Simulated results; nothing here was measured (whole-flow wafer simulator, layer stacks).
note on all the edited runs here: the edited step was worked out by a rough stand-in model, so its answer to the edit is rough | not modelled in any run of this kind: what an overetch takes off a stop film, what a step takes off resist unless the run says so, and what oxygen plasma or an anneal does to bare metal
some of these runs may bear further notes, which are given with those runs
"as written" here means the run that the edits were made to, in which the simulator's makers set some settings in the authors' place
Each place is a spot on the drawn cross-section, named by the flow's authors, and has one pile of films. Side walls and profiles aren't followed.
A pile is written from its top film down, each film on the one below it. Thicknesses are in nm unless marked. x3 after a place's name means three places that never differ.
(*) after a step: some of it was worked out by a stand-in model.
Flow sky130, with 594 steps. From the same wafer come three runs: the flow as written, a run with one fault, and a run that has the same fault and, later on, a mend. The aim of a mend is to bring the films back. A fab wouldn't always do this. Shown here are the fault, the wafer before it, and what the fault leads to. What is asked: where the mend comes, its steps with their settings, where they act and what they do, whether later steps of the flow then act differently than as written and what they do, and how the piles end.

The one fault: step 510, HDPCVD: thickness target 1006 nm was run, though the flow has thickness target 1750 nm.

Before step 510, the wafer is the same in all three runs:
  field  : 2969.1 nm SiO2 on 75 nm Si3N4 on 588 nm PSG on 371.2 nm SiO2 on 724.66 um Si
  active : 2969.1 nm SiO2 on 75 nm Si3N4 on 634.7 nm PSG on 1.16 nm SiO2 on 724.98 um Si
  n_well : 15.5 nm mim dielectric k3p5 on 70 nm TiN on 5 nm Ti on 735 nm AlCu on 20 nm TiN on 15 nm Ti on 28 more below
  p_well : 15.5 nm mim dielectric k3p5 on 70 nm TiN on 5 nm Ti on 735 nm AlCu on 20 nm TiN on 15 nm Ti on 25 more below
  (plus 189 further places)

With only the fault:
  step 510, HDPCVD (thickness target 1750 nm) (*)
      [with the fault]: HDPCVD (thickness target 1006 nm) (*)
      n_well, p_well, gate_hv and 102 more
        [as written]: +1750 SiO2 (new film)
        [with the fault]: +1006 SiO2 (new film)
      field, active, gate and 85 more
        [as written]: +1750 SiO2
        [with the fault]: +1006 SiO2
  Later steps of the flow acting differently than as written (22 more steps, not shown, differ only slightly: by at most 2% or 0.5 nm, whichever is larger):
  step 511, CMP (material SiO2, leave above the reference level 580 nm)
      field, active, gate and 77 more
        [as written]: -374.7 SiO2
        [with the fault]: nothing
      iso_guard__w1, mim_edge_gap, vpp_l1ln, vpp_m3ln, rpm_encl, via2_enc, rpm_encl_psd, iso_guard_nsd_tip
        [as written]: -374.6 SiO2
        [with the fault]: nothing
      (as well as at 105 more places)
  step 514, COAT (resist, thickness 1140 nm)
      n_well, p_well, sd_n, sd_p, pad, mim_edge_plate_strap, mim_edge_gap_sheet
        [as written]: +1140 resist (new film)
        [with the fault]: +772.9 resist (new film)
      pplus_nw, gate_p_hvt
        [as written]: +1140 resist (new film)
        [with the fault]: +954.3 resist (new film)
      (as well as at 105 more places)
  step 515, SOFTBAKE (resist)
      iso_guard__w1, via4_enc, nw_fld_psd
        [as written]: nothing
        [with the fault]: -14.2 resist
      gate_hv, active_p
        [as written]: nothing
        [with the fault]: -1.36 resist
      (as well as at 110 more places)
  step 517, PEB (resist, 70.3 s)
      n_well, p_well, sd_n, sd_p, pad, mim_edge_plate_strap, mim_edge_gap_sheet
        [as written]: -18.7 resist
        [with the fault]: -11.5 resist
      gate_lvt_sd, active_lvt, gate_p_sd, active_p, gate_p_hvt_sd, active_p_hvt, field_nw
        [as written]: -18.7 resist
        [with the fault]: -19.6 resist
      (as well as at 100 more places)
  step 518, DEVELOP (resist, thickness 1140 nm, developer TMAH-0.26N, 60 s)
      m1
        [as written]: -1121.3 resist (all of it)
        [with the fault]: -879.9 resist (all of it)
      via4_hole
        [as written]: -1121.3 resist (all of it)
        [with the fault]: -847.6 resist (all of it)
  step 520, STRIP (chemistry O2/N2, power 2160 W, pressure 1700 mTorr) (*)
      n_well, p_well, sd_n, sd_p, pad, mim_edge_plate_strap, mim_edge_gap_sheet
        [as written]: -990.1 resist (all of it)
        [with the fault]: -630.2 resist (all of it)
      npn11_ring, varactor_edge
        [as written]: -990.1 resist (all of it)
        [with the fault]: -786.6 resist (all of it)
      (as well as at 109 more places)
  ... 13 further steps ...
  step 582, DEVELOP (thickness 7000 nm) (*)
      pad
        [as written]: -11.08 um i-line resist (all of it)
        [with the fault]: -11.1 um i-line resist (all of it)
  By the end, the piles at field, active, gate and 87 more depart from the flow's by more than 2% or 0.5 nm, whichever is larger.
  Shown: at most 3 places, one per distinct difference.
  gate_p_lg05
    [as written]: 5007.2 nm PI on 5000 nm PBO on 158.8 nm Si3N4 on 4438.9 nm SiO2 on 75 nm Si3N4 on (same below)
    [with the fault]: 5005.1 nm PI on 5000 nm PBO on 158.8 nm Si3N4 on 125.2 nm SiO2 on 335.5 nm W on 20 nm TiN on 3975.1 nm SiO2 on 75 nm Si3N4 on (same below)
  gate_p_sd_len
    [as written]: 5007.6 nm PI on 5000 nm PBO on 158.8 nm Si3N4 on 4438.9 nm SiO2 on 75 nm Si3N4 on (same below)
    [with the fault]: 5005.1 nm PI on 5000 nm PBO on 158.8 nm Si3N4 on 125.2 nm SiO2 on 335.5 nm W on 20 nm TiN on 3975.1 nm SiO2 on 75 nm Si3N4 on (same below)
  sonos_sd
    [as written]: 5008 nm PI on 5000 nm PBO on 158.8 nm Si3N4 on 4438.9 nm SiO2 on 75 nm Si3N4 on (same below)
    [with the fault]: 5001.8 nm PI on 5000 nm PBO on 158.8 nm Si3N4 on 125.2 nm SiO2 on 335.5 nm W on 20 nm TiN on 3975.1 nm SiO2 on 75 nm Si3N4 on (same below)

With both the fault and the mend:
  The mend stands after step 510.
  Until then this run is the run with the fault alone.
  step 510a, HDPCVD (thickness target 744 nm) (*) (the flow's step 510 again, with other settings)
      field, active, n_well and 190 more
        +744 SiO2
  None of the later steps of the flow acts differently than as written at any place that is followed.
  At every place that both follow, the piles at the end match the flow's.
